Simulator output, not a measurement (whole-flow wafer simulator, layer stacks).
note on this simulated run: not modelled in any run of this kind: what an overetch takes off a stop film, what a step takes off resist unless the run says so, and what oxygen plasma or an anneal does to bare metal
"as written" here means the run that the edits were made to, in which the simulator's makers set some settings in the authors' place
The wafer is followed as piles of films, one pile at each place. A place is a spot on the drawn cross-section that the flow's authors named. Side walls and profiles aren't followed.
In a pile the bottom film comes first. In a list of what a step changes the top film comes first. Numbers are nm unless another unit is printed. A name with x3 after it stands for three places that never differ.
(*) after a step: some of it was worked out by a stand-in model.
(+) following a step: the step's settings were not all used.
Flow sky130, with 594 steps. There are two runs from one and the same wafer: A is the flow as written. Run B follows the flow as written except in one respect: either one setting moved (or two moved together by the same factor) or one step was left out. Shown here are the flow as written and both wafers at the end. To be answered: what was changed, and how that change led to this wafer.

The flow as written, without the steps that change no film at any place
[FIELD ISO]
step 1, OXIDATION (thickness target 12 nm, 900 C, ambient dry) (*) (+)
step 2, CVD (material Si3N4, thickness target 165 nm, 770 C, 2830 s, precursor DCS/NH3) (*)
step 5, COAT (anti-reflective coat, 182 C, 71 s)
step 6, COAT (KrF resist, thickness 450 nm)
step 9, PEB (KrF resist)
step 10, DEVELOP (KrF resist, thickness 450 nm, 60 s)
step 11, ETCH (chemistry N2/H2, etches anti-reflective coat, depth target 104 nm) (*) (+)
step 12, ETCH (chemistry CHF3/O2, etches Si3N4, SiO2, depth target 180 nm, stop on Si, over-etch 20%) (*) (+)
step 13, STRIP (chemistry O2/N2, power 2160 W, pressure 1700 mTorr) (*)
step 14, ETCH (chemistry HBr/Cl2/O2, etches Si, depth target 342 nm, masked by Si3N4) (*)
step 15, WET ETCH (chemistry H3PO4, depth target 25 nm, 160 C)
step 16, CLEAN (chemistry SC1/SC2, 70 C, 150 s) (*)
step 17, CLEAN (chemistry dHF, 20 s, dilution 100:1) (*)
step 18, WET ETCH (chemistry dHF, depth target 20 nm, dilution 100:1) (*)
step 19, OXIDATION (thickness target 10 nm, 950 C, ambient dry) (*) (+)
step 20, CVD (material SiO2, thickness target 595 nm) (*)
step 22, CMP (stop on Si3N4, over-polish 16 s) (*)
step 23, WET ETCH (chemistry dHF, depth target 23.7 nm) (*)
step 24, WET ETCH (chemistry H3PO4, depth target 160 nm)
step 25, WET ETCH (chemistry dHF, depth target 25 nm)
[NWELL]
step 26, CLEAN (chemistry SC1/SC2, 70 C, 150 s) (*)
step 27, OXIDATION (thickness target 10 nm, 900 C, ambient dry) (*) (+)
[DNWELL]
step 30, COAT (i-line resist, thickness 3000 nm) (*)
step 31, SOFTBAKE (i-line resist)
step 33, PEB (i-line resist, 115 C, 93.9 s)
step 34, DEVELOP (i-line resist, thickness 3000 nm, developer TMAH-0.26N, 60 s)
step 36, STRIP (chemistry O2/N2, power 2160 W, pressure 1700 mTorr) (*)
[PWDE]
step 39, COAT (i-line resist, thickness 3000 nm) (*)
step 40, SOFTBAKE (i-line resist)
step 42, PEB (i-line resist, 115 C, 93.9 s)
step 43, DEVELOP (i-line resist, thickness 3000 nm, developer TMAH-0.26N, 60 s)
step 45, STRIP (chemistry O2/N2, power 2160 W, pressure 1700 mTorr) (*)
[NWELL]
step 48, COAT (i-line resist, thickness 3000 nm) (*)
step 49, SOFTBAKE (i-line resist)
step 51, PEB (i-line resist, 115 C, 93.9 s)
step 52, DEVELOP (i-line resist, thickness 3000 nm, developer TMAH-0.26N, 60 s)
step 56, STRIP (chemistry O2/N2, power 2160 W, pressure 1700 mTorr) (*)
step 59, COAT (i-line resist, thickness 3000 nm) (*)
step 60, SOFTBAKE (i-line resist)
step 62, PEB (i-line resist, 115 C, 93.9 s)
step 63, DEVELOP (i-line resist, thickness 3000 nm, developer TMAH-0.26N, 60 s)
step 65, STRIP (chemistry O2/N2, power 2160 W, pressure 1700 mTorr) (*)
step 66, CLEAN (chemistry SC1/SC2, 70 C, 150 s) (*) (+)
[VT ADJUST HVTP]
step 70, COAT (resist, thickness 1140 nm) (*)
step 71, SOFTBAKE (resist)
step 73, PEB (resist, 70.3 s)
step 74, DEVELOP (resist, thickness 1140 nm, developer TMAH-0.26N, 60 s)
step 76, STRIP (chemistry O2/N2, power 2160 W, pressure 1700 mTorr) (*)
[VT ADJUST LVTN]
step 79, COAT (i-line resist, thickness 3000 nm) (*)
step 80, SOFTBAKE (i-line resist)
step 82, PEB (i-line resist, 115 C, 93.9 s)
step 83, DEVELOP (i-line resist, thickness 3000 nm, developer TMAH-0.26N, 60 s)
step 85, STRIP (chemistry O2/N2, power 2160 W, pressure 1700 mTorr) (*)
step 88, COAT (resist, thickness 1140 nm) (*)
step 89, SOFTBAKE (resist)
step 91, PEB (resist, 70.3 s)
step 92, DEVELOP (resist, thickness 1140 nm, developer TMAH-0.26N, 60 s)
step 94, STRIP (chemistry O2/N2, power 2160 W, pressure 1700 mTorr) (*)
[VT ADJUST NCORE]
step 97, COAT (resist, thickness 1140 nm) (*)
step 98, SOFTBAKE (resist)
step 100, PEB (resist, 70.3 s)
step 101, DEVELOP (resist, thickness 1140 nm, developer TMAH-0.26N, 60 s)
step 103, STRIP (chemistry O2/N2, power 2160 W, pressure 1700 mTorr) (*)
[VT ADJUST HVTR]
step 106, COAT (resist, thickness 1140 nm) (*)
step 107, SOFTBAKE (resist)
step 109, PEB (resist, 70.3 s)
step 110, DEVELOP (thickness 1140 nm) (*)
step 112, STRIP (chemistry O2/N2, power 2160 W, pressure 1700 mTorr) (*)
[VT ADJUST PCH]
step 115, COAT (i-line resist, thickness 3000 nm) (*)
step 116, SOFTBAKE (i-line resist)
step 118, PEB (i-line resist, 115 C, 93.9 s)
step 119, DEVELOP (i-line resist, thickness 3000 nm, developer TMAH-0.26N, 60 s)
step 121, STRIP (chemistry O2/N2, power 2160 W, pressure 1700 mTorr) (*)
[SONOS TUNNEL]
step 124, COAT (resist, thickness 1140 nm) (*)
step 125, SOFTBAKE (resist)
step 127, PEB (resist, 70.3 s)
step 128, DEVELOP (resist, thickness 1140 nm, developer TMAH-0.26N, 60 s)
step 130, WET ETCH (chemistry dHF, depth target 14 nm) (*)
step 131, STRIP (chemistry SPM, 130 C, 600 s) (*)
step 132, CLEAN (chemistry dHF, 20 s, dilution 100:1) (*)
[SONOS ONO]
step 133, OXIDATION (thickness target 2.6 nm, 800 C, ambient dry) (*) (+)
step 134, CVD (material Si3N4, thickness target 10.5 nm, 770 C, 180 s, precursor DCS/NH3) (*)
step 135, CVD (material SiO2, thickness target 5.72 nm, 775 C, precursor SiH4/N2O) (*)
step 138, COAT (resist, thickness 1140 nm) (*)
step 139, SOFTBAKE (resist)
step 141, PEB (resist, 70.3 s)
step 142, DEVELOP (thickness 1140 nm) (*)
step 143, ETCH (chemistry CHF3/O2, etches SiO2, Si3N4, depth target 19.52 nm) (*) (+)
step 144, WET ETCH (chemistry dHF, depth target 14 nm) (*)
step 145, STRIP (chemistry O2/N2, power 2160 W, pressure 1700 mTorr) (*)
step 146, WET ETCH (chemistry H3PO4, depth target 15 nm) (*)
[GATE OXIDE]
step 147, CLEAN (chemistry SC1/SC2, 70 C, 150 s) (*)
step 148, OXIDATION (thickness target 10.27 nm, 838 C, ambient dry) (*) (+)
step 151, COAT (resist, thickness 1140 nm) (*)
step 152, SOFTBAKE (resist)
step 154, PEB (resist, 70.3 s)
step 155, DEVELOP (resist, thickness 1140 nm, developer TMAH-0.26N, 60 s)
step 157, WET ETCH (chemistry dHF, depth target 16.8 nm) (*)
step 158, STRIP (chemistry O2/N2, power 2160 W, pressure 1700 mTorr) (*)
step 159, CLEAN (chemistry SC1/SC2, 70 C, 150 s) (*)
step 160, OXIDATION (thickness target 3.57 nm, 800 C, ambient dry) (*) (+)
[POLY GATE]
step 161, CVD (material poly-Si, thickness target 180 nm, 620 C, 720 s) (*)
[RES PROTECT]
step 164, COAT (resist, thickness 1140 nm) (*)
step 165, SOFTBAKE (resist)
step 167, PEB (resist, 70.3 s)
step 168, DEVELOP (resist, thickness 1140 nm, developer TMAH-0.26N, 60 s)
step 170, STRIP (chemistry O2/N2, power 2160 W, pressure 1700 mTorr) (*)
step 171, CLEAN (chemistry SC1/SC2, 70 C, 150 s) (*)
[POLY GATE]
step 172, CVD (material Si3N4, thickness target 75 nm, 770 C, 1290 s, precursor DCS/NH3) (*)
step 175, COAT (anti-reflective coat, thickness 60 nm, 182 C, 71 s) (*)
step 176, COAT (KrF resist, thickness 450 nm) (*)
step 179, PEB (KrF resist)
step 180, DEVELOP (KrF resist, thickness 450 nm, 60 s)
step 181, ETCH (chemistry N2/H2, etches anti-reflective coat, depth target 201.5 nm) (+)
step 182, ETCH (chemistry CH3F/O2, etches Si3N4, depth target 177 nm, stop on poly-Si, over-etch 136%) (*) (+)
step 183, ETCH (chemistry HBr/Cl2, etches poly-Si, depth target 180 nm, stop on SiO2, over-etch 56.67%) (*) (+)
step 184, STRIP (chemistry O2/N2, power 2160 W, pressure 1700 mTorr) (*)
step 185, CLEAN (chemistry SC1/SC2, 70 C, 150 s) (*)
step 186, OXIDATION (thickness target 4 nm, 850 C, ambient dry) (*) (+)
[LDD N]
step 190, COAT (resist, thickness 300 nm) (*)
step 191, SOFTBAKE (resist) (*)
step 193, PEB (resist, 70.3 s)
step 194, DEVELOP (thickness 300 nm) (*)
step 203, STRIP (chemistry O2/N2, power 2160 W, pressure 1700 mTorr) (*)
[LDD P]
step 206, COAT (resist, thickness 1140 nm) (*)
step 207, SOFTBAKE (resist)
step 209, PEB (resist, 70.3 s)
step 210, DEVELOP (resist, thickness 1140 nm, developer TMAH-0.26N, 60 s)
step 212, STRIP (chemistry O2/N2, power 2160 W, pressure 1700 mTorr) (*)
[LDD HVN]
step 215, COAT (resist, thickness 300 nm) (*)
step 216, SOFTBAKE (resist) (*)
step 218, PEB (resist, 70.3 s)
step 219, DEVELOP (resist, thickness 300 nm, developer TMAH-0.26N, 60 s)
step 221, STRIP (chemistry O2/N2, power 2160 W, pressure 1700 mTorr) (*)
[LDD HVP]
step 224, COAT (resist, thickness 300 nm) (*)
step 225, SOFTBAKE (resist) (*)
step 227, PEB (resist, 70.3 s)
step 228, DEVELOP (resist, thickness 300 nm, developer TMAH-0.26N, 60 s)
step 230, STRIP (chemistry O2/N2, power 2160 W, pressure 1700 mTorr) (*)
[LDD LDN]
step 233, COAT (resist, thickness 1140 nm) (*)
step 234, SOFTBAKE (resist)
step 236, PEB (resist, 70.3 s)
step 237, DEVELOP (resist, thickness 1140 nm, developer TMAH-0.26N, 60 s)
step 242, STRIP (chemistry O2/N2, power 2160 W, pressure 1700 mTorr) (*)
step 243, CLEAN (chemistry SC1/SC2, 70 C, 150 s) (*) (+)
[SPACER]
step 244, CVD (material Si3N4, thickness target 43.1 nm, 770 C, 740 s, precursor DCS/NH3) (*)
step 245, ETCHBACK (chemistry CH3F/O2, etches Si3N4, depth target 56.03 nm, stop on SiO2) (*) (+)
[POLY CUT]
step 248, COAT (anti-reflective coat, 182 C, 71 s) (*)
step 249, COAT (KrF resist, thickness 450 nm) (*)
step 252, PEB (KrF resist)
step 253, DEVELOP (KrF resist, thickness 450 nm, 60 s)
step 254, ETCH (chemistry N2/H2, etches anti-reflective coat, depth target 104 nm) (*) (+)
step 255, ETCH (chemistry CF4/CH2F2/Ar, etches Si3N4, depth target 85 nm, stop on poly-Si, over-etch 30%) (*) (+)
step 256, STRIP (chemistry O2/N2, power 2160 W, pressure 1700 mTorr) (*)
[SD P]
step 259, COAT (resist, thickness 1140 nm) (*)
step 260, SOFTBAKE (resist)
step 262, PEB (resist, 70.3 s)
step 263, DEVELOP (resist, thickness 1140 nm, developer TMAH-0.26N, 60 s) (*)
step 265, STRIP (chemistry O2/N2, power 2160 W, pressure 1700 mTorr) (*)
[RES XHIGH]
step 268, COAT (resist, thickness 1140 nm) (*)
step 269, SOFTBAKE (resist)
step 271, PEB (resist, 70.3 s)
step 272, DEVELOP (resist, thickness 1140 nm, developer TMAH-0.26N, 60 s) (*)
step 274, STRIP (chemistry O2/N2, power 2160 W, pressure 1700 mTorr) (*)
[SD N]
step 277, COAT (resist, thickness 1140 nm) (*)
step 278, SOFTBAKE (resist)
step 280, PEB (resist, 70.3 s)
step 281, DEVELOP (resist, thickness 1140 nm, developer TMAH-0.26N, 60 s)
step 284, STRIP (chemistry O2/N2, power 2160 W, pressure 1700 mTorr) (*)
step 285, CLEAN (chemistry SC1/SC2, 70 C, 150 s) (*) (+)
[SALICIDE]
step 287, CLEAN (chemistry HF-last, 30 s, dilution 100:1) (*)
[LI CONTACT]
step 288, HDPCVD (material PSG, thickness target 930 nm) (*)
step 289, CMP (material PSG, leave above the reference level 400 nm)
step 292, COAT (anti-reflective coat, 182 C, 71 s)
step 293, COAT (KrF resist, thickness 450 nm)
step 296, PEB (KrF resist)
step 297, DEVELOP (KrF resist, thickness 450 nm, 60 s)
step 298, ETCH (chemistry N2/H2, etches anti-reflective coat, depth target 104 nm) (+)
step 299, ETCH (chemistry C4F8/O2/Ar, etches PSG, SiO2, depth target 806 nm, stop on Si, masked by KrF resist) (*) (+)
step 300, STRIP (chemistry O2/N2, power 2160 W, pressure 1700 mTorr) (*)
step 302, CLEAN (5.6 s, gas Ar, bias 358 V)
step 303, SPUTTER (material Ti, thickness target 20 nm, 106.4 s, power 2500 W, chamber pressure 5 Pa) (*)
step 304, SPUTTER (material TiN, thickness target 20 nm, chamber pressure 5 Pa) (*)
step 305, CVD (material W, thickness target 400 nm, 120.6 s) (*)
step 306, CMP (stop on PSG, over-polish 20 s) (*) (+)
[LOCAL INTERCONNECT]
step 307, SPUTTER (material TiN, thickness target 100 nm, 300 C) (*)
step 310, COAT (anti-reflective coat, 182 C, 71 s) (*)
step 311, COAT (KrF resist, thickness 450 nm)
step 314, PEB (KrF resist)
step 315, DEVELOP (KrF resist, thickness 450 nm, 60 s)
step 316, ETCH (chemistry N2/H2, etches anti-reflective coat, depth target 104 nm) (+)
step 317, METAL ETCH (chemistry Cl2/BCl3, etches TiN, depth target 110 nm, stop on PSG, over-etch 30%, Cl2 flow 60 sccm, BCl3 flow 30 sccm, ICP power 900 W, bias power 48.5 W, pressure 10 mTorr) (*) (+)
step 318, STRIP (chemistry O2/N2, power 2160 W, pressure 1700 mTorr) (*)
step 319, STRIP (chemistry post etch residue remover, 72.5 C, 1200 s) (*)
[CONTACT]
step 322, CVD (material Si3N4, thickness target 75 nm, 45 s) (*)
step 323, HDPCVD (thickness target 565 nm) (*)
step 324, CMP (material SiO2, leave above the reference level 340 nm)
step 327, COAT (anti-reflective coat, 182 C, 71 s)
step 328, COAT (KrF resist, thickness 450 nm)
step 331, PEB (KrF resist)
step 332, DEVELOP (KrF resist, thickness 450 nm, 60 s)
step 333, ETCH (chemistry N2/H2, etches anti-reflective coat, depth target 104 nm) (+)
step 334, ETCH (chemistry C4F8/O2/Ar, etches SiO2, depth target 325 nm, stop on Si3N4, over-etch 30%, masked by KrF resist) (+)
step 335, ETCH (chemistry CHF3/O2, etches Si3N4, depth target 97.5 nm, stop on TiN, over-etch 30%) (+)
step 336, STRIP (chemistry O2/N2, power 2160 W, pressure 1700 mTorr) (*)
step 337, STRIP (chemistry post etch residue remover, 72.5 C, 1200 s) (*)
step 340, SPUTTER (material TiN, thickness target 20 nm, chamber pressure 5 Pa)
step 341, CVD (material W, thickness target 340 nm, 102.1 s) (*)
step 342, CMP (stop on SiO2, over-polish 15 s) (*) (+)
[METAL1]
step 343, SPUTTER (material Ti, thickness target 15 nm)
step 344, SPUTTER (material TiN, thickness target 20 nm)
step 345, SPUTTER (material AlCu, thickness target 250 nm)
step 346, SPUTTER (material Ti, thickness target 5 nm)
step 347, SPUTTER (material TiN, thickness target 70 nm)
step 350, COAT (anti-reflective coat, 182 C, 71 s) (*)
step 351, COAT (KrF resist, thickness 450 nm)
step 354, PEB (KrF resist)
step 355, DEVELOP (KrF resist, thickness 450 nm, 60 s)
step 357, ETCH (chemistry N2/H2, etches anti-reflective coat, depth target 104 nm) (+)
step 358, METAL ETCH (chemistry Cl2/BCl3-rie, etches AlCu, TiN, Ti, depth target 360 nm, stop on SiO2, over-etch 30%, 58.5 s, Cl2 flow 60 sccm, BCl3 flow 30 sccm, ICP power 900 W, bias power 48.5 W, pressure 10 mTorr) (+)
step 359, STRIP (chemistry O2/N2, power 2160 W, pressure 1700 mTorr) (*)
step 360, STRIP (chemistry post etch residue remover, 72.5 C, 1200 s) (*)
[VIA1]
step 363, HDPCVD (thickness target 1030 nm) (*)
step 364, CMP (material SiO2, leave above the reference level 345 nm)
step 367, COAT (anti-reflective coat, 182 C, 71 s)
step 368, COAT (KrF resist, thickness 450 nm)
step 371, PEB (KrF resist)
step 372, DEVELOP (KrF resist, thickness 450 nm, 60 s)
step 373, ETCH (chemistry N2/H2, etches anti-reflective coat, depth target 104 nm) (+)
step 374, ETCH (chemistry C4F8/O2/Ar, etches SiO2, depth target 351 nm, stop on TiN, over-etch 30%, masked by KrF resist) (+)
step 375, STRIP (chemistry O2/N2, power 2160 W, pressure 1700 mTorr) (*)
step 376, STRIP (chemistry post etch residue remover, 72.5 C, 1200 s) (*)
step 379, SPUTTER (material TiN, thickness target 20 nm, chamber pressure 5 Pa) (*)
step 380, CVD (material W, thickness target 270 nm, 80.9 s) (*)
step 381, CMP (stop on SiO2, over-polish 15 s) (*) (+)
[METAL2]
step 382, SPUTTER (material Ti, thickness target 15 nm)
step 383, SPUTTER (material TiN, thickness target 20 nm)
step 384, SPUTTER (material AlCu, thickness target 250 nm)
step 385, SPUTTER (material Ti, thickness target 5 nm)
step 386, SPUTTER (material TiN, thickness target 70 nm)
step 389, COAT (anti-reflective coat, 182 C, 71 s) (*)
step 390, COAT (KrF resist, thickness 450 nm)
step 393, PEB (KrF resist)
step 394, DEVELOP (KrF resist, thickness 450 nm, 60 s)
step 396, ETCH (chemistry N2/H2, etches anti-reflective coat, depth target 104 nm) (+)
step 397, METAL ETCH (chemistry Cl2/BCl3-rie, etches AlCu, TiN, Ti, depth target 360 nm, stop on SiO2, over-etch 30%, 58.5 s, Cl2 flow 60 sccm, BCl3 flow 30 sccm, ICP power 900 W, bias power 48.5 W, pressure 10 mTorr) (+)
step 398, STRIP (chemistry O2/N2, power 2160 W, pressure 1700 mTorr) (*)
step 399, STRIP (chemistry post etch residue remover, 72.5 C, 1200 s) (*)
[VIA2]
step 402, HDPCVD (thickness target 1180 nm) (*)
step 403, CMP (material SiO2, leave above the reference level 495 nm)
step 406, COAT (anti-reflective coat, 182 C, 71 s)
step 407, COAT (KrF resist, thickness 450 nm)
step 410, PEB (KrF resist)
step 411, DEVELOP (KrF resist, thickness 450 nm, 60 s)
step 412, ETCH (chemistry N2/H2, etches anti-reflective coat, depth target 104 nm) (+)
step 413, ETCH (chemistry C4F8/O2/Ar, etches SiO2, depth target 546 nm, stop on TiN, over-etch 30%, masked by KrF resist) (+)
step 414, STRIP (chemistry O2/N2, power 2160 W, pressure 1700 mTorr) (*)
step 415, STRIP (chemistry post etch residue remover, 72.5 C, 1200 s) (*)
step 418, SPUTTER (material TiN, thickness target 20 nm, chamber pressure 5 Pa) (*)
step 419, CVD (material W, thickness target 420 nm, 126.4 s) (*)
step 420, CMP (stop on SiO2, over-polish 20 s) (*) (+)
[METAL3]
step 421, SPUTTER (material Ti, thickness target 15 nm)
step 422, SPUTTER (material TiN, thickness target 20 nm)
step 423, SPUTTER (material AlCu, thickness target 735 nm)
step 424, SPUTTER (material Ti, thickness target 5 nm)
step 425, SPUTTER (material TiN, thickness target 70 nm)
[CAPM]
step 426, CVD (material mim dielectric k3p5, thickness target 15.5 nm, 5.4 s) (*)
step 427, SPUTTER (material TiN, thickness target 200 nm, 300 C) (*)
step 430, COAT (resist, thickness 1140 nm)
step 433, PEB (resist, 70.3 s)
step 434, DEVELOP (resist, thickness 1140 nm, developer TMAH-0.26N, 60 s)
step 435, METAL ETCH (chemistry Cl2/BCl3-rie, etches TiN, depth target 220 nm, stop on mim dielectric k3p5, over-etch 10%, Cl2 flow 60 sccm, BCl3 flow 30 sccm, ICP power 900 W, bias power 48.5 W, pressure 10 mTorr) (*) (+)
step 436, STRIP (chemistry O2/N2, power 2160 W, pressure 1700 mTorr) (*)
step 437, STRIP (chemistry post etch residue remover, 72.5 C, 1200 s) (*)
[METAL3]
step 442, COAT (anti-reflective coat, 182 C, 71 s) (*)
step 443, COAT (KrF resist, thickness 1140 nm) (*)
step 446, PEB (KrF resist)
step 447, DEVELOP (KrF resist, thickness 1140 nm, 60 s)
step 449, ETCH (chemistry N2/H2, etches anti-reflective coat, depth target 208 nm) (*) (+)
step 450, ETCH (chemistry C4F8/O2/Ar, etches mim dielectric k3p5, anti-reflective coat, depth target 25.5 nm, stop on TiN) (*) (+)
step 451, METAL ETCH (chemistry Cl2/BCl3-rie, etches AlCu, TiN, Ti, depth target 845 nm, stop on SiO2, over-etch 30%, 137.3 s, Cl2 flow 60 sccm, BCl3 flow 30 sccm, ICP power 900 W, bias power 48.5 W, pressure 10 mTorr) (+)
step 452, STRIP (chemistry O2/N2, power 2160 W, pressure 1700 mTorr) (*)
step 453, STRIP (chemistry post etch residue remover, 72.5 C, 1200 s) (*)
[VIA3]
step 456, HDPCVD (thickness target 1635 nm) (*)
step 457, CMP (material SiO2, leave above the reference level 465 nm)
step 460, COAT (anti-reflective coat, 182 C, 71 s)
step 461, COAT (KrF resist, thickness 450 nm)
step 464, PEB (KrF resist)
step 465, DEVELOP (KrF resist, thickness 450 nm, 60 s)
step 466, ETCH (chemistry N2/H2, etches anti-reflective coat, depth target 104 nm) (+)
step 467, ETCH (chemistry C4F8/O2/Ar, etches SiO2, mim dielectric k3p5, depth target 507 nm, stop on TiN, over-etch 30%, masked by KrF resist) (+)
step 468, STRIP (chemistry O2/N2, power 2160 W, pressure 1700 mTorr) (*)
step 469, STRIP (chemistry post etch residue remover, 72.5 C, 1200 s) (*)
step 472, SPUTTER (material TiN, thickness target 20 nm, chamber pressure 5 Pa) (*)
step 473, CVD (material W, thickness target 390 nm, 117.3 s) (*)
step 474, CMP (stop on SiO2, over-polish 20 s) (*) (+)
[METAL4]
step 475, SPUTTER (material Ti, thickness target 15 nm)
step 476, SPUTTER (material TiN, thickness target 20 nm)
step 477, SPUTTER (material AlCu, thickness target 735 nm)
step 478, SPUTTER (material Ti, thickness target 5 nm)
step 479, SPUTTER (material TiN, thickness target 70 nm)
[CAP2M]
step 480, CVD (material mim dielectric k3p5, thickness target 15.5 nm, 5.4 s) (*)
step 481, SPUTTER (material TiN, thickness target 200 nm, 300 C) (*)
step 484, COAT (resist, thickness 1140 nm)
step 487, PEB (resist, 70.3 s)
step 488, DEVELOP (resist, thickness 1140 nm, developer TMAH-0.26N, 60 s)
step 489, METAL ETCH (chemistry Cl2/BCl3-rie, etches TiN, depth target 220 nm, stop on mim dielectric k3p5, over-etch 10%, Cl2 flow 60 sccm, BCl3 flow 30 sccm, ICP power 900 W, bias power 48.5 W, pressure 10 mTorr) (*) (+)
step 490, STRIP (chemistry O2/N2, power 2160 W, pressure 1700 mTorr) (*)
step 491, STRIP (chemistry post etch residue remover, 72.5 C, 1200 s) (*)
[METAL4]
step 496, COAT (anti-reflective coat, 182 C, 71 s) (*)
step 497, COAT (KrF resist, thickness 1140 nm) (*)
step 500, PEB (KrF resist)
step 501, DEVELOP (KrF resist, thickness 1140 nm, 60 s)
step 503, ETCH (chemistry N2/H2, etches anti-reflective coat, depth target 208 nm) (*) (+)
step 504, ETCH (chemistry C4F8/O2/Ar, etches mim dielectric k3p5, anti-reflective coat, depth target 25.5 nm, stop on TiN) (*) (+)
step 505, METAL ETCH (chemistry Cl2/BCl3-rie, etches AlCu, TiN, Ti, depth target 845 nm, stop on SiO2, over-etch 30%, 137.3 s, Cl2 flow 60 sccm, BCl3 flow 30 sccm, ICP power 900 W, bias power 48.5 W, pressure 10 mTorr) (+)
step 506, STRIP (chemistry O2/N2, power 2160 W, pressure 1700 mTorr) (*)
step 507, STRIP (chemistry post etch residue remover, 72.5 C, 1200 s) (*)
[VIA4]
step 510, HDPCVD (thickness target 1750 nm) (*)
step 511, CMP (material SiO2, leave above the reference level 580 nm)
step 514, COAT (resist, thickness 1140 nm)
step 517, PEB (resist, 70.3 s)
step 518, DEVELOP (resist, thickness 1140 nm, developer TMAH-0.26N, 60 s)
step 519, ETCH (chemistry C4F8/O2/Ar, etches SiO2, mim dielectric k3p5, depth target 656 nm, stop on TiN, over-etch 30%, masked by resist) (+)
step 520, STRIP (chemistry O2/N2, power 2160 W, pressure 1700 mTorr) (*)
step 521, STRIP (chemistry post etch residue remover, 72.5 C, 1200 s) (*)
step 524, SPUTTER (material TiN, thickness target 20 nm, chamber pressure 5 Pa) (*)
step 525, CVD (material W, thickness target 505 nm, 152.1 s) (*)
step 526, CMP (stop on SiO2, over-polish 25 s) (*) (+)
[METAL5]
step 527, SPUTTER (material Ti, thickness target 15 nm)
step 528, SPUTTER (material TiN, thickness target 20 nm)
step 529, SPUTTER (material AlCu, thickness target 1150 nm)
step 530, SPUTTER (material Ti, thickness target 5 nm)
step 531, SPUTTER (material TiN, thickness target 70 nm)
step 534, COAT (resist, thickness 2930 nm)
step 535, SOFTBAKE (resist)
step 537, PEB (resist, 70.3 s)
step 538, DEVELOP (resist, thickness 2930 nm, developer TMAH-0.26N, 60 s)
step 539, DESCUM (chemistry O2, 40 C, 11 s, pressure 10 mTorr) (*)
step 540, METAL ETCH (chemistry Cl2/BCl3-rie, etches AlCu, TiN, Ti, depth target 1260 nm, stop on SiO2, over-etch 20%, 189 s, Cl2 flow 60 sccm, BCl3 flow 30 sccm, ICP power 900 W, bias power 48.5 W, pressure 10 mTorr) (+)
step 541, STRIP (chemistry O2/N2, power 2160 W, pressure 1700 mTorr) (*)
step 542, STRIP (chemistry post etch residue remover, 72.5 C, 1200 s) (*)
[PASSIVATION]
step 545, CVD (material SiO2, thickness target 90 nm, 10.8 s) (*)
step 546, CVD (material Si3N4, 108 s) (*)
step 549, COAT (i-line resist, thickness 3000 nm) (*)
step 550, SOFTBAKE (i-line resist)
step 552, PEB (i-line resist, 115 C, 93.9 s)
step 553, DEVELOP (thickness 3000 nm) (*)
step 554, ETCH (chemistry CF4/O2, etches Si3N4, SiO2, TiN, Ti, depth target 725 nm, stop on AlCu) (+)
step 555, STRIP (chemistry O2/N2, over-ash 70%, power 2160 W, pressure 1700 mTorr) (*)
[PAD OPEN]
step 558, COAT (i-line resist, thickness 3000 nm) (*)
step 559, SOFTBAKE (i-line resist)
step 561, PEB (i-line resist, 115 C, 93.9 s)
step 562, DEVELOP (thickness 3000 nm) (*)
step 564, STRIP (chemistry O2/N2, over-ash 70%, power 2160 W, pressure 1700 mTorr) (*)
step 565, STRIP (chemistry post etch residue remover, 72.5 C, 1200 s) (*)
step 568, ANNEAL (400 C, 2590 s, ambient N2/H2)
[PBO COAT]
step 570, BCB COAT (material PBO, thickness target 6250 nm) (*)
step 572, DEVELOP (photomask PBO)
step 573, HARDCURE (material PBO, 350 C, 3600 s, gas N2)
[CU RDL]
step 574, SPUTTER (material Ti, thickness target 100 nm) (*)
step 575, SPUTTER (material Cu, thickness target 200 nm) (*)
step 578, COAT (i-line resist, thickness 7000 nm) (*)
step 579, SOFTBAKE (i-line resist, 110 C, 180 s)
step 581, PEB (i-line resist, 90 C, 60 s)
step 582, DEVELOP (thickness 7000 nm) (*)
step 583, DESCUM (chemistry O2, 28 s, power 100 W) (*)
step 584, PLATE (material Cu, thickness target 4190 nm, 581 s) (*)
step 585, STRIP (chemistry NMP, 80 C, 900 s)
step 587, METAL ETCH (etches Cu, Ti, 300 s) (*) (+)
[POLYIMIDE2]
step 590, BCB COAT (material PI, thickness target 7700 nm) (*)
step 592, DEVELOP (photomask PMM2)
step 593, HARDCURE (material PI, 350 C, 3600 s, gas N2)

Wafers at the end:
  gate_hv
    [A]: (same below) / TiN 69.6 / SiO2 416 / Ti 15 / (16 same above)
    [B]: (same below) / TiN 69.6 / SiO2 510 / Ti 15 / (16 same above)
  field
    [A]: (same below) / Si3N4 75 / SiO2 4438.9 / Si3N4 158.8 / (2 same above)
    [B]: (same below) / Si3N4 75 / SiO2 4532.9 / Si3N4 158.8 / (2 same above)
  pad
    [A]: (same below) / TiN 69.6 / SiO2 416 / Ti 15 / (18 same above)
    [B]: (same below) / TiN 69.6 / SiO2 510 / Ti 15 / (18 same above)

What caused this: step 403, CMP: leave above the reference level 589 nm was run, while the flow as written has leave above the reference level 495 nm.

The path from the change to this, step by step:
  step 403, CMP (material SiO2, leave above the reference level 495 nm)
      n_well, p_well, gate_hv and 101 more: A -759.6 SiO2 | B -665.6 SiO2
      field, active, gate and 82 more: A -389.1 SiO2 | B -295.1 SiO2
      (and at 2 other places as well)
  step 413, ETCH (chemistry C4F8/O2/Ar, etches SiO2, depth target 546 nm, stop on TiN, over-etch 30%, masked by KrF resist) (+)
      m1: A -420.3 SiO2 (all of it) | B -514.3 SiO2 (all of it)
      via2_hole: A -419.8 SiO2 (all of it) | B -513.8 SiO2 (all of it)
  step 418, SPUTTER (material TiN, thickness target 20 nm, chamber pressure 5 Pa) (*)
      m1: A +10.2 TiN | B +9.01 TiN
      via2_hole: A +10.2 TiN | B +9 TiN
  step 419, CVD (material W, thickness target 420 nm, 126.4 s) (*)
      m1: A +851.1 W (new film) | B +946.3 W (new film)
      via2_hole: A +850.7 W (new film) | B +945.8 W (new film)
